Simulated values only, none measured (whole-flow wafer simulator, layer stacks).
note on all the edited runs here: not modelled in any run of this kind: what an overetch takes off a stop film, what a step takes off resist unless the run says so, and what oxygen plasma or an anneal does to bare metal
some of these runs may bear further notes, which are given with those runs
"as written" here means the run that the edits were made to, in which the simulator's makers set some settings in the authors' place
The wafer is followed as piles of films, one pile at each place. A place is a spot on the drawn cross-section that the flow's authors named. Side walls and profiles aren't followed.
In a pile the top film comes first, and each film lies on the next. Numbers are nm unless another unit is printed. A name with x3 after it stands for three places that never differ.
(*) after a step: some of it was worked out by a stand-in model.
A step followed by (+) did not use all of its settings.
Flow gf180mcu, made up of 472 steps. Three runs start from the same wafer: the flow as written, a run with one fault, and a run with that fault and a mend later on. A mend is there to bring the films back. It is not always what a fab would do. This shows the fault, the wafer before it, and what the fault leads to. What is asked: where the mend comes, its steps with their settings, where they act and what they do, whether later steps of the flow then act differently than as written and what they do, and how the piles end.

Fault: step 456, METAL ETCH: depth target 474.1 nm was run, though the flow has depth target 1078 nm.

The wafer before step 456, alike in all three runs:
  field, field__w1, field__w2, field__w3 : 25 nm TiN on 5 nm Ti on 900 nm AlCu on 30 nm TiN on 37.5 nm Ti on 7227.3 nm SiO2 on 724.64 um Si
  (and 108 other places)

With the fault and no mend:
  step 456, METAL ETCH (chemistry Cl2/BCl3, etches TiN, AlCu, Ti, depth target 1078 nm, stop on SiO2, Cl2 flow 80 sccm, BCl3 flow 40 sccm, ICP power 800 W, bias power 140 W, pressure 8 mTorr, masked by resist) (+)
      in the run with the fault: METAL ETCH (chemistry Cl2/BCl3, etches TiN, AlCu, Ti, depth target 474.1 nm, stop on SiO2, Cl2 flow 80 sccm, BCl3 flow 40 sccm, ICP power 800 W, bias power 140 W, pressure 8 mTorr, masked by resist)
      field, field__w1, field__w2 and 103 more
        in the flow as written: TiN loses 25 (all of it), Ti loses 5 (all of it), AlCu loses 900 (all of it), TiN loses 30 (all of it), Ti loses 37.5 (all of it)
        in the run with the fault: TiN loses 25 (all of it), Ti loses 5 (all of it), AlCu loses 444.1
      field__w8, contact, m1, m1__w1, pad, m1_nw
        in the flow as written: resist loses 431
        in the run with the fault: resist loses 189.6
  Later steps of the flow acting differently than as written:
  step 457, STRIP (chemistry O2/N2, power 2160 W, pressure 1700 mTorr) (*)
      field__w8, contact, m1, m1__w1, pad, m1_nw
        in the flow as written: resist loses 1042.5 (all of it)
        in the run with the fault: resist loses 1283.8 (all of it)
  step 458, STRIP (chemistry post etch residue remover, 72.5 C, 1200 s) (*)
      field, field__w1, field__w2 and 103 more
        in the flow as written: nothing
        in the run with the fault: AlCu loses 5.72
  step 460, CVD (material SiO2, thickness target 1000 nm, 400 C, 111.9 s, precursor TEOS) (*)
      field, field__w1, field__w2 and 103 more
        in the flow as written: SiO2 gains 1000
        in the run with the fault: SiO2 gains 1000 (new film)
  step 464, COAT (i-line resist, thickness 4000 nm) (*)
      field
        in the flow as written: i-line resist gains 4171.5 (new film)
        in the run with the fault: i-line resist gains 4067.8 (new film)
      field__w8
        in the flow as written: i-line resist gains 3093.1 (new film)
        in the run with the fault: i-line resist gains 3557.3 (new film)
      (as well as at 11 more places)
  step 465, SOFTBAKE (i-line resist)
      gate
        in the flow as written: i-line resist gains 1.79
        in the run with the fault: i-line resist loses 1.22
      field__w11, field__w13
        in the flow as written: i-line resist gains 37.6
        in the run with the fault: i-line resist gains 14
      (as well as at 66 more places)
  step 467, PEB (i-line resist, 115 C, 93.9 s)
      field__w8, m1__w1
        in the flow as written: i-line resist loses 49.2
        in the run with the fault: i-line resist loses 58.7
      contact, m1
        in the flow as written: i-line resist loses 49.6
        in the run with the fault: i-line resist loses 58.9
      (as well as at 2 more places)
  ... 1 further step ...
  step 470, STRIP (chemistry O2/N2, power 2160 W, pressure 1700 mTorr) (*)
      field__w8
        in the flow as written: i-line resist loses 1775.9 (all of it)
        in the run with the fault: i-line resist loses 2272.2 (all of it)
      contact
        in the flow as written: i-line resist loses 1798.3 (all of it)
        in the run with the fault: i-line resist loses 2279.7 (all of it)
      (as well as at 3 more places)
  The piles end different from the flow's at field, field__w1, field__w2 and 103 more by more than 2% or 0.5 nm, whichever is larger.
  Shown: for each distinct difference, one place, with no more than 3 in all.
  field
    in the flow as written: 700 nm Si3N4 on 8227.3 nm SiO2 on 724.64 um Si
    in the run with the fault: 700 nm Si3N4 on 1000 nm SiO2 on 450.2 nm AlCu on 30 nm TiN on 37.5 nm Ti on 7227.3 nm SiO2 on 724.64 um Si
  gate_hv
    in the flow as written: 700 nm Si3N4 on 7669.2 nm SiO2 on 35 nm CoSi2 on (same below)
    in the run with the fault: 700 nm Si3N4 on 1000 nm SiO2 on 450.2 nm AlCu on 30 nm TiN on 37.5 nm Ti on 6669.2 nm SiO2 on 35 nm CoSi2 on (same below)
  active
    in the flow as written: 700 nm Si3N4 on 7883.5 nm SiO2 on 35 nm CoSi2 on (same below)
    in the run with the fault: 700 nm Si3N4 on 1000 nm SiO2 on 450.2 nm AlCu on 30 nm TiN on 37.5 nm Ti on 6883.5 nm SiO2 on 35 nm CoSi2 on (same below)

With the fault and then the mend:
  The mend stands after step 456.
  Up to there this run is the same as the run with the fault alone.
  step 456a, METAL ETCH (chemistry Cl2/BCl3, etches TiN, AlCu, Ti, depth target 603.4 nm, stop on SiO2, Cl2 flow 80 sccm, BCl3 flow 40 sccm, ICP power 800 W, bias power 140 W, pressure 8 mTorr, masked by resist) (+) (a further turn of the flow's step 456, with different settings)
      field, field__w1, field__w2 and 103 more
        AlCu loses 455.9 (all of it), TiN loses 30 (all of it), Ti loses 37.5 (all of it)
      field__w8, contact, m1, m1__w1, pad, m1_nw
        resist loses 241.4
  None of the later steps of the flow acts differently than as written at any place that is followed.
  The piles end the same as the flow's at every place that both follow.
